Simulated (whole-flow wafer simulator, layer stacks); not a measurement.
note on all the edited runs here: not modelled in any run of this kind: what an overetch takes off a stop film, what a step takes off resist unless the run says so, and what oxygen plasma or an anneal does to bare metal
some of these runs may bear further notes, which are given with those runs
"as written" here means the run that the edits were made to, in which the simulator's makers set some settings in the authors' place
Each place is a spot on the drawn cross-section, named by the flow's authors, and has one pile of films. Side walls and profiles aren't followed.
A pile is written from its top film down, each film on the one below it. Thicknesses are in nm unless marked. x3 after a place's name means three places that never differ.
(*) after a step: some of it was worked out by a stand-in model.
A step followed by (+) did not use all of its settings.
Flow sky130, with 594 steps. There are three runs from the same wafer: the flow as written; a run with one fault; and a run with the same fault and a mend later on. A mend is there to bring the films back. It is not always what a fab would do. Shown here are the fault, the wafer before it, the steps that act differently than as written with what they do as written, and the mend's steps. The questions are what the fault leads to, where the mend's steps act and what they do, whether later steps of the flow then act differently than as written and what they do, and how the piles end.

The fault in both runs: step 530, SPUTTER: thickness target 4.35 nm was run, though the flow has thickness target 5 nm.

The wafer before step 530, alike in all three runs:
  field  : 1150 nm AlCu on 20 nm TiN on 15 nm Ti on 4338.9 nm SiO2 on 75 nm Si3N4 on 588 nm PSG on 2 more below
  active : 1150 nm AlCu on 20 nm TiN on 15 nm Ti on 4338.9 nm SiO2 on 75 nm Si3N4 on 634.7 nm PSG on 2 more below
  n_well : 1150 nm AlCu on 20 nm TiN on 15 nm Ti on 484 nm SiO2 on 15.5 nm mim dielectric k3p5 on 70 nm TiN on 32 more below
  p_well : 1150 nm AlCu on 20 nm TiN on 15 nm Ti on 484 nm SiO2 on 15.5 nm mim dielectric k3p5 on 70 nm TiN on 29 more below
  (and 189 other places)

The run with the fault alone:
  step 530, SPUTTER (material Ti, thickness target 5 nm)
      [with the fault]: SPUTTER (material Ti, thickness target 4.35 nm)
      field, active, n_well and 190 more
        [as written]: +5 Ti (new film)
        [with the fault]: +4.35 Ti (new film)
  Later steps of the flow acting differently than as written (21 more steps, not shown, differ only slightly: by at most 2% or 0.5 nm, whichever is larger):
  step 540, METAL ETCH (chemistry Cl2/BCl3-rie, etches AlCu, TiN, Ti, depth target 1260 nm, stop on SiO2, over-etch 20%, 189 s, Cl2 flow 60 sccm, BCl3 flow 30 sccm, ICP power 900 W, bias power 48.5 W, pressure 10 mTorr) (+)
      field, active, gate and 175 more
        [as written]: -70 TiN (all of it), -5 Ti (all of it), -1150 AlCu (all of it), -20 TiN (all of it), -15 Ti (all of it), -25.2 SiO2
        [with the fault]: -70 TiN (all of it), -4.35 Ti (all of it), -1150 AlCu (all of it), -20 TiN (all of it), -15 Ti (all of it), -25.3 SiO2
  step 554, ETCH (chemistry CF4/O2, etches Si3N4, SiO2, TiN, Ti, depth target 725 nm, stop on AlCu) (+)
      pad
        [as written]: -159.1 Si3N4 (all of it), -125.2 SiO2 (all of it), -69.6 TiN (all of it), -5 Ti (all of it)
        [with the fault]: -159.1 Si3N4 (all of it), -125.2 SiO2 (all of it), -69.6 TiN (all of it), -4.35 Ti (all of it)
  At n_well, p_well, sd_n and 11 more, the piles at the end differ from the flow's by more than 2% or 0.5 nm, whichever is larger.
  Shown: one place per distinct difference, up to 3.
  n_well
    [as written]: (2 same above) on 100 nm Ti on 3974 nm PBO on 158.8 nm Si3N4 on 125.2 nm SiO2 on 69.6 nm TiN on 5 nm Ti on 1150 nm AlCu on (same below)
    [with the fault]: (2 same above) on 100 nm Ti on 3974.5 nm PBO on 158.8 nm Si3N4 on 125.2 nm SiO2 on 69.6 nm TiN on 4.35 nm Ti on 1150 nm AlCu on (same below)
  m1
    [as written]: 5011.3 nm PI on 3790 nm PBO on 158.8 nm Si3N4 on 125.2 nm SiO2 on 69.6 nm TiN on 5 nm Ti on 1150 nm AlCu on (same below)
    [with the fault]: 5011.3 nm PI on 3790.5 nm PBO on 158.8 nm Si3N4 on 125.2 nm SiO2 on 69.6 nm TiN on 4.35 nm Ti on 1150 nm AlCu on (same below)
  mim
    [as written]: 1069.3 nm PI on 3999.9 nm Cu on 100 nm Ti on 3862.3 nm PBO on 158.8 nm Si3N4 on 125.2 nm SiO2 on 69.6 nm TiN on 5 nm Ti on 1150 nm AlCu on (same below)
    [with the fault]: 1069.4 nm PI on 3999.9 nm Cu on 100 nm Ti on 3862.8 nm PBO on 158.8 nm Si3N4 on 125.2 nm SiO2 on 69.6 nm TiN on 4.35 nm Ti on 1150 nm AlCu on (same below)

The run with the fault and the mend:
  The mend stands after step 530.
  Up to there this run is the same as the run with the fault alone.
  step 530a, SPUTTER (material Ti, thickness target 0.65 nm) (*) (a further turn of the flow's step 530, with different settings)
      field, active, n_well and 190 more
        +0.65 Ti
  None of the later steps of the flow acts differently than as written at any place that is followed.
  By the end, the piles equal the flow's at every place that both follow.
